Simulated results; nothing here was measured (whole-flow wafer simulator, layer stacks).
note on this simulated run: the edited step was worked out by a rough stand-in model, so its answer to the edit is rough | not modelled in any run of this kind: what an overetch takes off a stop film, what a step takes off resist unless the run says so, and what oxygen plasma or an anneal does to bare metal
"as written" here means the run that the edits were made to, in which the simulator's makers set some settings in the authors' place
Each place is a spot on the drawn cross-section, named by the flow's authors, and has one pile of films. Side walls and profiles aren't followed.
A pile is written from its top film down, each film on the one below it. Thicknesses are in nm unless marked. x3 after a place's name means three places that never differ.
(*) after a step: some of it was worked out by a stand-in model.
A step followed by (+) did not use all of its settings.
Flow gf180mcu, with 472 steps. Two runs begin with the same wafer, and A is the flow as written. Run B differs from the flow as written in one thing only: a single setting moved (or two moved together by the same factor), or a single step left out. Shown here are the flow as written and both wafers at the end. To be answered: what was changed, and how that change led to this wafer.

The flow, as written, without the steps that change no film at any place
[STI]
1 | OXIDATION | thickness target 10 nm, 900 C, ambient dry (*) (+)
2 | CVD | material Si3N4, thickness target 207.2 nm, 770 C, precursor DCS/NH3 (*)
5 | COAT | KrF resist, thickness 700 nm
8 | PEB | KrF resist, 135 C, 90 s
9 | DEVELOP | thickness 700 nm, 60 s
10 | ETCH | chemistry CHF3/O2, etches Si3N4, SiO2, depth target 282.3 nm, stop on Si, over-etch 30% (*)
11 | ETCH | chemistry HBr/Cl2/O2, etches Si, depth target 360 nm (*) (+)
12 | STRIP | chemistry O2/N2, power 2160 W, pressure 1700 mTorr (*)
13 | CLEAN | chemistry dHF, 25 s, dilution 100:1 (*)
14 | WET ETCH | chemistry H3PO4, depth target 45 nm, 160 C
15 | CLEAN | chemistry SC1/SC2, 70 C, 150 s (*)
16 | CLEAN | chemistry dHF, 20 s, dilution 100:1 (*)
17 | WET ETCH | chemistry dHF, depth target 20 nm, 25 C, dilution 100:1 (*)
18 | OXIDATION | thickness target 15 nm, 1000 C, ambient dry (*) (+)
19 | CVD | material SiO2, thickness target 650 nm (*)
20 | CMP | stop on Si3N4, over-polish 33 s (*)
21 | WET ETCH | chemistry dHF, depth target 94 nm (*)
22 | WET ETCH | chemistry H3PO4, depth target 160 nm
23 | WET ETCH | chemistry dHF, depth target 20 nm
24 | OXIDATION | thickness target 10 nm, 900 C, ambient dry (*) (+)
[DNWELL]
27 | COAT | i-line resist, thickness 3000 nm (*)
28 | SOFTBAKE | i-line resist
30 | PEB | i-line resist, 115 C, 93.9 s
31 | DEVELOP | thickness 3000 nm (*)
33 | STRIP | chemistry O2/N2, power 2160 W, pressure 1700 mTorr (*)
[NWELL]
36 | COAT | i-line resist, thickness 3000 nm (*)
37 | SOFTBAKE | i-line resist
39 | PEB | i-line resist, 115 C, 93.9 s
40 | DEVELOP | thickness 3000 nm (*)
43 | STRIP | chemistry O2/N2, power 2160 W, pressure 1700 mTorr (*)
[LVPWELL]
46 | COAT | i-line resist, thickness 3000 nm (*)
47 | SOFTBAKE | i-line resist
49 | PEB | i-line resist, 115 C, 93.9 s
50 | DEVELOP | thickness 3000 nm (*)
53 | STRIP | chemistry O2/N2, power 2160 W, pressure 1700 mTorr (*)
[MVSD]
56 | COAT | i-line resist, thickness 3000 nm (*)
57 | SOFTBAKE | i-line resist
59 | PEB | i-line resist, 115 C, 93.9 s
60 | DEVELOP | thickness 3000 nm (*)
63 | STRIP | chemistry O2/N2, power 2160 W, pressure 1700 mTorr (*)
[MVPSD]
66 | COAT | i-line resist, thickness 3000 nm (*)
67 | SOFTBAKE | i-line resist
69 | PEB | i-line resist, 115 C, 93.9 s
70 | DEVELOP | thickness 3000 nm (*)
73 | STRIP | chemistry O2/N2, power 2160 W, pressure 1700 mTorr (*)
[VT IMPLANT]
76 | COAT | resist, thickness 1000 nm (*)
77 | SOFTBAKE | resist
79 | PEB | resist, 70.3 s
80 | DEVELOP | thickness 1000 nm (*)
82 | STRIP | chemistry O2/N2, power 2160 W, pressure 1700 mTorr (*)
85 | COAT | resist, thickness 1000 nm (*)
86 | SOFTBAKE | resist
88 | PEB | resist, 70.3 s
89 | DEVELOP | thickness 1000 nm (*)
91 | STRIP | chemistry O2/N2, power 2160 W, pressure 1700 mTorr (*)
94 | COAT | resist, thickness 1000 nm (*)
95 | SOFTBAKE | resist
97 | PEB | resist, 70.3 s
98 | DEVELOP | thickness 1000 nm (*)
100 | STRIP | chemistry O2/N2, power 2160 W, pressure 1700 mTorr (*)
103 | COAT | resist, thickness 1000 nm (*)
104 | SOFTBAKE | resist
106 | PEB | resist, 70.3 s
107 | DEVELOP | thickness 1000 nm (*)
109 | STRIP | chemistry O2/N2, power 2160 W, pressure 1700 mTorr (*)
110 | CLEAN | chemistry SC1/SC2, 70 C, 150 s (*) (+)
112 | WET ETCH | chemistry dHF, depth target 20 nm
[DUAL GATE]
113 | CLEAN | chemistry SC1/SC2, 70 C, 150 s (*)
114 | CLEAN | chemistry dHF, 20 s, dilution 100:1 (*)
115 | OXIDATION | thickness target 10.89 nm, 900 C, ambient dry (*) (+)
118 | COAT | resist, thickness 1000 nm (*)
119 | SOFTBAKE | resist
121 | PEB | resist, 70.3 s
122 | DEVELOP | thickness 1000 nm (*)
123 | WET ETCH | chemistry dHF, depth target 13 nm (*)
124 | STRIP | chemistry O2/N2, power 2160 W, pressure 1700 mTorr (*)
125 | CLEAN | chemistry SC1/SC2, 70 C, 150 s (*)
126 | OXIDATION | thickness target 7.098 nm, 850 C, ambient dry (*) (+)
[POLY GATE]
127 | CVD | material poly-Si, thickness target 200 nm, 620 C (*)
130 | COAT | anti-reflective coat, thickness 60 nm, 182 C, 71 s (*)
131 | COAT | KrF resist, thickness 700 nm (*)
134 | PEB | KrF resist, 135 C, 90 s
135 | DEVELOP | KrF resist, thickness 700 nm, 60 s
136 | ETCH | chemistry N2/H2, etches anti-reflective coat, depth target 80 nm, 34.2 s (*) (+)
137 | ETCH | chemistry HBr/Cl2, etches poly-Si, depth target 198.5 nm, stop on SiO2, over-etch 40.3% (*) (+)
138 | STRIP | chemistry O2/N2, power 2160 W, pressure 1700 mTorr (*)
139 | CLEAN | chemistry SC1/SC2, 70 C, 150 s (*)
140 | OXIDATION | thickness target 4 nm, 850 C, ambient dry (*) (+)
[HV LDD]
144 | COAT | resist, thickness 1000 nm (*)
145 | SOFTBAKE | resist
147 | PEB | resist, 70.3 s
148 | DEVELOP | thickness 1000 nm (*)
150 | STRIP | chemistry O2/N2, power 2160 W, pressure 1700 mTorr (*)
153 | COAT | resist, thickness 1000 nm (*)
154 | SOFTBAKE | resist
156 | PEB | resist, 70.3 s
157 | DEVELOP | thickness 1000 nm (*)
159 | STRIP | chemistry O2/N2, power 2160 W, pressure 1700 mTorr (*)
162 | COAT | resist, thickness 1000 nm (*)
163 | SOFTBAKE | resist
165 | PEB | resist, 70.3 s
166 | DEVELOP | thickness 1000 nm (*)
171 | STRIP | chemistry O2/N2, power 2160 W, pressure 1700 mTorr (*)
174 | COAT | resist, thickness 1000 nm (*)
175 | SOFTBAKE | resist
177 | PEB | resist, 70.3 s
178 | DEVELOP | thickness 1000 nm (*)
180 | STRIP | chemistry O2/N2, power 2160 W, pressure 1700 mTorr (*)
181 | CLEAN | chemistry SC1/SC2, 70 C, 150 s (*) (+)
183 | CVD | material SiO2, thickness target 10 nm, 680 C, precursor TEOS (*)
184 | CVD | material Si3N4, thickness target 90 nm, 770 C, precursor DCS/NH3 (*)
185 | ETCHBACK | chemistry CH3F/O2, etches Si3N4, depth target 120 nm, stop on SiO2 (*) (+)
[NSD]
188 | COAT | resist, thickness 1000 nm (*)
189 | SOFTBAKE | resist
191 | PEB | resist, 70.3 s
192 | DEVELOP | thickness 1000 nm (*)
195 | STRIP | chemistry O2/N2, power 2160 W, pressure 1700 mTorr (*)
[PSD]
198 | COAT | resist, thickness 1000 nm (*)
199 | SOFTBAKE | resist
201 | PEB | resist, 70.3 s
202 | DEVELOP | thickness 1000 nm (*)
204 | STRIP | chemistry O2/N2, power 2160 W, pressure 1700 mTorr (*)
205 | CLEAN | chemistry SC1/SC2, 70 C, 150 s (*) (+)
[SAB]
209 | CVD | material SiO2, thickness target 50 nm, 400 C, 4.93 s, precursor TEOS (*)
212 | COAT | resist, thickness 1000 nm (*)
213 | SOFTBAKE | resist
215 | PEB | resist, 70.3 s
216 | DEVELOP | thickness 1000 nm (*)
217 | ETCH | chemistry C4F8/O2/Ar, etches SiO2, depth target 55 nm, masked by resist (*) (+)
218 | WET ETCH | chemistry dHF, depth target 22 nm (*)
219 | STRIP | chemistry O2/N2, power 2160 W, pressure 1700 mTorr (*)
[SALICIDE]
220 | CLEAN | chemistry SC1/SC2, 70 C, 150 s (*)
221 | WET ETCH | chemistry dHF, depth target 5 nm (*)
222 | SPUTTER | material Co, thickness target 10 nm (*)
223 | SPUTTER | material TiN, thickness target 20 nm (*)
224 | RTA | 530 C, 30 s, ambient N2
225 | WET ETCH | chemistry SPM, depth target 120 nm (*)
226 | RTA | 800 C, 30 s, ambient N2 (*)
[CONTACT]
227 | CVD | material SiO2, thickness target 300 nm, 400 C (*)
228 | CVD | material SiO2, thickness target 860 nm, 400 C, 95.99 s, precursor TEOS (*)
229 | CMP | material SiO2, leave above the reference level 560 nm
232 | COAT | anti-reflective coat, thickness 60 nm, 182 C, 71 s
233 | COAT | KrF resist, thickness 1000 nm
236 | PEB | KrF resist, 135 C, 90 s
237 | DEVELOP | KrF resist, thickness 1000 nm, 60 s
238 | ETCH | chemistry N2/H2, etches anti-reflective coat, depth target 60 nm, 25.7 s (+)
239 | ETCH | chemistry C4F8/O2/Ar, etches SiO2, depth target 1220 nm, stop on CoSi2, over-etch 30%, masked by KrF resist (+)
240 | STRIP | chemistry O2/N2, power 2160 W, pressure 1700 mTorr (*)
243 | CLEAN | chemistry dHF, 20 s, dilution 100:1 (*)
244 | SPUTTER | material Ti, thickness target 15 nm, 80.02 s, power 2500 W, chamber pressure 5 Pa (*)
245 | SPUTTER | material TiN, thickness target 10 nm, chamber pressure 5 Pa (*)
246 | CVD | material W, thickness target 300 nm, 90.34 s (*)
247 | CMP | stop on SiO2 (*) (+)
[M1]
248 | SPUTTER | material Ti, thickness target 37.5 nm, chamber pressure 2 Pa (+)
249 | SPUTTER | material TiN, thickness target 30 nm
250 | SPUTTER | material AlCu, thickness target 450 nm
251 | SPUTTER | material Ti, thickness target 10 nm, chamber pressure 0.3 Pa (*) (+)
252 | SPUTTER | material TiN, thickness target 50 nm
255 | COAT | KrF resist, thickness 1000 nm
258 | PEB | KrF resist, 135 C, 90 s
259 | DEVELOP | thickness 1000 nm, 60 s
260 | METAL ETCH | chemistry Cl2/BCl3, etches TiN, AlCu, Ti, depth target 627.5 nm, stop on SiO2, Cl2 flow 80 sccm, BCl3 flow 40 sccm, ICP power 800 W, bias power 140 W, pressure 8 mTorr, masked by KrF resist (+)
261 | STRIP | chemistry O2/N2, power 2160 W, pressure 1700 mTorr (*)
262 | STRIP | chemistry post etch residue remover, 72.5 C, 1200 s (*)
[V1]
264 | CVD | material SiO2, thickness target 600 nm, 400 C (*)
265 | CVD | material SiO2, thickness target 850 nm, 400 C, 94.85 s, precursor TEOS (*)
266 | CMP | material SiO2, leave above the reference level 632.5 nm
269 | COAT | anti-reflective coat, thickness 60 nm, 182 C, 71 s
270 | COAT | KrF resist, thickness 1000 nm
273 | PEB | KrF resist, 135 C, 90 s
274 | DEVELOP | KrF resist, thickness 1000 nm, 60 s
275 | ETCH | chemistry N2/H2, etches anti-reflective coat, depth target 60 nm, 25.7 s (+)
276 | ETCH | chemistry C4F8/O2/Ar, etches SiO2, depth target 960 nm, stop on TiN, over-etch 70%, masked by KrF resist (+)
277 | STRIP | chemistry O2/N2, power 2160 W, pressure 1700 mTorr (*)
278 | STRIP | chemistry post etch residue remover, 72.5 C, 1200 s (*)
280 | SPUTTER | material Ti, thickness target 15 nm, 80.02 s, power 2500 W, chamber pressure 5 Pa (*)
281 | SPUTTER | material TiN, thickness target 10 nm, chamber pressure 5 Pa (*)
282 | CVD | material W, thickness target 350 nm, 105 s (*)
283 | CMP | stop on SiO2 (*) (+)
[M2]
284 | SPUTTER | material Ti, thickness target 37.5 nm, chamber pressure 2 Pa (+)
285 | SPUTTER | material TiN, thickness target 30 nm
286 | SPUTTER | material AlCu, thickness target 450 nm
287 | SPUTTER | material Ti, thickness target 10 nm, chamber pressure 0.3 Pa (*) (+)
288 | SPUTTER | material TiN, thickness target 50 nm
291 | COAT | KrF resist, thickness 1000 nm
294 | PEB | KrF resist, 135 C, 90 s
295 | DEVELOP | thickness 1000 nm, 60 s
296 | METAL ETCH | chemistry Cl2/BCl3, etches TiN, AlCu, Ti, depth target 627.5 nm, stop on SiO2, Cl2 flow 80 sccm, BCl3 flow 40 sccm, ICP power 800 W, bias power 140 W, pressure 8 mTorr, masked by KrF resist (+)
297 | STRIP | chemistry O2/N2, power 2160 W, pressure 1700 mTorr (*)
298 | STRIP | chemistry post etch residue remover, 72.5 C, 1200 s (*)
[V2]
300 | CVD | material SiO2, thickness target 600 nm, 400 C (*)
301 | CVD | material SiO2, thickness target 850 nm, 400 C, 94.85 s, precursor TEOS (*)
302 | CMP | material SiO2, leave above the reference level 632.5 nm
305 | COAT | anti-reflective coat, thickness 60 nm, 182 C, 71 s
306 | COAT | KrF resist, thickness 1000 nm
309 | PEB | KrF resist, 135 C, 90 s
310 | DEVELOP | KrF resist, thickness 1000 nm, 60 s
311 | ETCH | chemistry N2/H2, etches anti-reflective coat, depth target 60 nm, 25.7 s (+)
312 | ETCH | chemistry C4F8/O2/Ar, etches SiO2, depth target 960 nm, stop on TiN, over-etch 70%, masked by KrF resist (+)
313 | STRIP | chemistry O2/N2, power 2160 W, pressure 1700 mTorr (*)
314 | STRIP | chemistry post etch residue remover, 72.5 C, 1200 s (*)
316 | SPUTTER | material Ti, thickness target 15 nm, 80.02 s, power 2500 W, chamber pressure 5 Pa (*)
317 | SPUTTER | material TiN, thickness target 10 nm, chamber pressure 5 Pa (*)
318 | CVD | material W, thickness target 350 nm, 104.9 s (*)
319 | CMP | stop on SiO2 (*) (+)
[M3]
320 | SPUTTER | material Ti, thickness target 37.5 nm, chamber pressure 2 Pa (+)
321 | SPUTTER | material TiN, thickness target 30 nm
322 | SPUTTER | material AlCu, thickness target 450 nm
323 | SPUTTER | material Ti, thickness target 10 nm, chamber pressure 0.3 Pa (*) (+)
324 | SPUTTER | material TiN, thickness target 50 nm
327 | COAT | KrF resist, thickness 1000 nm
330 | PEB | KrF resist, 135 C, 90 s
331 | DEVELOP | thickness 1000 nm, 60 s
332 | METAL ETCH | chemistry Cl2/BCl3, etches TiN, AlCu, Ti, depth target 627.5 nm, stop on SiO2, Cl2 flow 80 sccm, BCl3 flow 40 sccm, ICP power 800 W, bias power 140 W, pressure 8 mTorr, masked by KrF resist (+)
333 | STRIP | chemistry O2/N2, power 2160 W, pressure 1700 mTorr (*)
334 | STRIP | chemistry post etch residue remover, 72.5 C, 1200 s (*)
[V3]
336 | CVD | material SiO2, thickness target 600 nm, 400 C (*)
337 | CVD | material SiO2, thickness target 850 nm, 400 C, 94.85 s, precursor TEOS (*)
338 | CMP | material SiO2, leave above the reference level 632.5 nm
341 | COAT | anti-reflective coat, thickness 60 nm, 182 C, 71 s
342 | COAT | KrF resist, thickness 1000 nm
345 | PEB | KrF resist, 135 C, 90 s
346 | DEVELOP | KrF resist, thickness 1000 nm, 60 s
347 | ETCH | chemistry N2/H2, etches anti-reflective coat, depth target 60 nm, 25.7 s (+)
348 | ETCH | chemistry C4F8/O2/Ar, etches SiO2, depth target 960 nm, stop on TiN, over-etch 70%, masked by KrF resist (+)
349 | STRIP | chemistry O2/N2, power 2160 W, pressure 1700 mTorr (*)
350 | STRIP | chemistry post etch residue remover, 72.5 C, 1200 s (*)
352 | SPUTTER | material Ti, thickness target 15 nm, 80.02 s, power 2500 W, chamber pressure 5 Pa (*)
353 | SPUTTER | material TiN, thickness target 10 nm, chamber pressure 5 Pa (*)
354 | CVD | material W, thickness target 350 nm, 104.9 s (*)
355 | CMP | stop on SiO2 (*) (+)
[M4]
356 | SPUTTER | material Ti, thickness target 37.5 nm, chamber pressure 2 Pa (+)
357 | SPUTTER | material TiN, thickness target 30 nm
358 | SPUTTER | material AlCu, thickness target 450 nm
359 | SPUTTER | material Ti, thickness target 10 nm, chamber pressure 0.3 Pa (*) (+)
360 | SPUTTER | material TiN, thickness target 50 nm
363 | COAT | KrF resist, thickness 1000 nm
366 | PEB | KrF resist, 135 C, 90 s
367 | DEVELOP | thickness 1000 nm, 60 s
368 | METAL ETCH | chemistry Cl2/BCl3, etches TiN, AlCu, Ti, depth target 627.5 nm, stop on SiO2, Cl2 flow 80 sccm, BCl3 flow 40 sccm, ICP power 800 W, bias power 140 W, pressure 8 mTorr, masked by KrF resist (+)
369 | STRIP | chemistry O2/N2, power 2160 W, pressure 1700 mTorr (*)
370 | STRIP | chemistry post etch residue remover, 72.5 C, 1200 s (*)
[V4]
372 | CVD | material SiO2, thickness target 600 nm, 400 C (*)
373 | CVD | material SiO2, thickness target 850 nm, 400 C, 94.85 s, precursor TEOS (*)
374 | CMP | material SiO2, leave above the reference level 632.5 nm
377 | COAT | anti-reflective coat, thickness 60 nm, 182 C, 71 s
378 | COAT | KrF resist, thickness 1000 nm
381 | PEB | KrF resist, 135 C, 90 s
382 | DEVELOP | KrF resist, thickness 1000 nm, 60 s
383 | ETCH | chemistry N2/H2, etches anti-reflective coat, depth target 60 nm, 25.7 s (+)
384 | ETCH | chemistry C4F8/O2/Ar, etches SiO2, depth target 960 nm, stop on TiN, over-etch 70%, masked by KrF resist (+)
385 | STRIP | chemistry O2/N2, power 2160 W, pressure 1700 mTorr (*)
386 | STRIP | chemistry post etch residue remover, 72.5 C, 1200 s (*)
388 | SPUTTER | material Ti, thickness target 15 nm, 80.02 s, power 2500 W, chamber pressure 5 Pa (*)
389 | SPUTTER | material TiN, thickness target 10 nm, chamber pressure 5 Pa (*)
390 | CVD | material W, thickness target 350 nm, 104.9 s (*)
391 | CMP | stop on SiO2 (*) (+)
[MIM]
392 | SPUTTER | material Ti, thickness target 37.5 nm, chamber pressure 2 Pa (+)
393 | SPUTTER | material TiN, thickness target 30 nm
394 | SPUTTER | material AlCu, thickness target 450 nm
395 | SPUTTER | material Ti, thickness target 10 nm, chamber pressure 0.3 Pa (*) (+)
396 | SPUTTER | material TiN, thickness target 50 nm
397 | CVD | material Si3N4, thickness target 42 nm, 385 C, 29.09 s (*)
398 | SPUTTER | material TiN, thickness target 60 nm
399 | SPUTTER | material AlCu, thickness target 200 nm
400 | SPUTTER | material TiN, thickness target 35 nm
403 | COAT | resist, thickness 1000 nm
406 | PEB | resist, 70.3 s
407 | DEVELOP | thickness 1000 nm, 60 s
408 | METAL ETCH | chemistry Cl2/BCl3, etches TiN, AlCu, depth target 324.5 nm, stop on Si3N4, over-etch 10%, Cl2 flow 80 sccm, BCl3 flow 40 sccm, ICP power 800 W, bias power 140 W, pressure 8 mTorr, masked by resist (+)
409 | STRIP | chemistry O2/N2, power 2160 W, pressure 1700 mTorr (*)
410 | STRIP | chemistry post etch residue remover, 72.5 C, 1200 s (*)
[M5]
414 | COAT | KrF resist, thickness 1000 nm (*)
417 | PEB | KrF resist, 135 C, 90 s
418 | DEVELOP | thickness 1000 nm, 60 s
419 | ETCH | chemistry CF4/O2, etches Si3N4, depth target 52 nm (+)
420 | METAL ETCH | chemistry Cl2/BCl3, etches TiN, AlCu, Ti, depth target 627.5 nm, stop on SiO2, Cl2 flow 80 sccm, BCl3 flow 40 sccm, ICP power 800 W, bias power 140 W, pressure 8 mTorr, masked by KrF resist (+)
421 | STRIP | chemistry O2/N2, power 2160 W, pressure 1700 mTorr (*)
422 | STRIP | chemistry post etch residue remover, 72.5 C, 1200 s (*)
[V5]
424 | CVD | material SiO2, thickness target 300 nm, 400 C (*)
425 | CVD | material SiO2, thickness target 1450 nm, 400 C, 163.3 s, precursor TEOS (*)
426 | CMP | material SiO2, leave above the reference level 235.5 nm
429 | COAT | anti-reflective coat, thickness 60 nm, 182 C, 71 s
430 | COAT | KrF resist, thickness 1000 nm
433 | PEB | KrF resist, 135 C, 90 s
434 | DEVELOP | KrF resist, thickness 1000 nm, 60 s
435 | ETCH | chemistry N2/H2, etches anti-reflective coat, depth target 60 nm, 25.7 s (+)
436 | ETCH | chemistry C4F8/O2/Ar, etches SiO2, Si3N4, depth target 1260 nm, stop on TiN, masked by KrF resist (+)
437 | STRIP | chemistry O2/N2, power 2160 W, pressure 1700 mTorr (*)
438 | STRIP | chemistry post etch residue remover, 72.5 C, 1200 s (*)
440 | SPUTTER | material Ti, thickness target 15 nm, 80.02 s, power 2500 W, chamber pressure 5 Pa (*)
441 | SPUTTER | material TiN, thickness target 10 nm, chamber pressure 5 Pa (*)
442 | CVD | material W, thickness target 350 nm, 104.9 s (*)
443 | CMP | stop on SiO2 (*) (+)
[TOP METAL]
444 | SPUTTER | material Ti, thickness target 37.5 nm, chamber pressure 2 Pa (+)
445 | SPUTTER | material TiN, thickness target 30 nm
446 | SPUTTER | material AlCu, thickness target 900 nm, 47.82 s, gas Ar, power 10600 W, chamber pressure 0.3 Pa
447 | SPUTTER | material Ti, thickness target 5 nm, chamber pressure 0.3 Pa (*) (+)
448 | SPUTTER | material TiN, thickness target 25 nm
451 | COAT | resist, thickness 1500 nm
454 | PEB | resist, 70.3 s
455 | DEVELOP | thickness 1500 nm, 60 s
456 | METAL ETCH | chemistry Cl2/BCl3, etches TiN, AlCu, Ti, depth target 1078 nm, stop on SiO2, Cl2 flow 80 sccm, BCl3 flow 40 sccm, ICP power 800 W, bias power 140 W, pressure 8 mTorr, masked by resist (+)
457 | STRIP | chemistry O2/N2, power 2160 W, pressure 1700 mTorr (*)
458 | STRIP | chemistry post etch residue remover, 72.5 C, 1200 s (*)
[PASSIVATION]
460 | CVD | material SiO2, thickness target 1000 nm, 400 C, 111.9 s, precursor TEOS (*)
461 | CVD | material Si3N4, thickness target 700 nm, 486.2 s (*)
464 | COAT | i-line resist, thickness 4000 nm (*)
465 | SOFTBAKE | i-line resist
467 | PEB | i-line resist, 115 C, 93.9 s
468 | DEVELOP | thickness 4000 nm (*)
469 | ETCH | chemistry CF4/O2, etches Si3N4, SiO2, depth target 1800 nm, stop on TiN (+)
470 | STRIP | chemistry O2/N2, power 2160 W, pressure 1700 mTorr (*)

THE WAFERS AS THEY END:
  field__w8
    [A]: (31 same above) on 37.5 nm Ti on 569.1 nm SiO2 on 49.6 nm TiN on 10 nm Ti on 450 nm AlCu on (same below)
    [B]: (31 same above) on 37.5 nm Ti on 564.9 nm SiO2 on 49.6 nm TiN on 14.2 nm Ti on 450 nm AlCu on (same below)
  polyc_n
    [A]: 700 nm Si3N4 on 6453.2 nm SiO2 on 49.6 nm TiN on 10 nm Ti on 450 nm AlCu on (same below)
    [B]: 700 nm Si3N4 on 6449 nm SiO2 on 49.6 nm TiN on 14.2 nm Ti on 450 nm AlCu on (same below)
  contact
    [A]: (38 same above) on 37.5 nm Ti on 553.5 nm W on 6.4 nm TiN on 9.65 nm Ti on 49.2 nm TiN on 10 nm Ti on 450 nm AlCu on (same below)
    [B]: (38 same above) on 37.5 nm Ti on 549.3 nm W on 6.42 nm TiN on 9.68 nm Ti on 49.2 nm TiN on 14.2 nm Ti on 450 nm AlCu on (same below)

Cause: step 251, SPUTTER: thickness target 14.2 nm was run, while the flow as written has thickness target 10 nm.
The wafer lets one read it off: field__w8 has Ti 14.2, and step 251 as written asks for 10 nm.

Step by step, how the change led to this:
  251 | SPUTTER | material Ti, thickness target 10 nm, chamber pressure 0.3 Pa (*) (+)
      field, field__w1, field__w2 and 108 more: A Ti gains 10 (new film) | B Ti gains 14.2 (new film)
  260 | METAL ETCH | chemistry Cl2/BCl3, etches TiN, AlCu, Ti, depth target 627.5 nm, stop on SiO2, Cl2 flow 80 sccm, BCl3 flow 40 sccm, ICP power 800 W, bias power 140 W, pressure 8 mTorr, masked by KrF resist (+)
      field, field__w1, field__w2 and 99 more: A TiN loses 50 (all of it), Ti loses 10 (all of it), AlCu loses 450 (all of it), TiN loses 30 (all of it), Ti loses 37.5 (all of it) | B TiN loses 50 (all of it), Ti loses 14.2 (all of it), AlCu loses 450 (all of it), TiN loses 30 (all of it), Ti loses 37.5 (all of it)
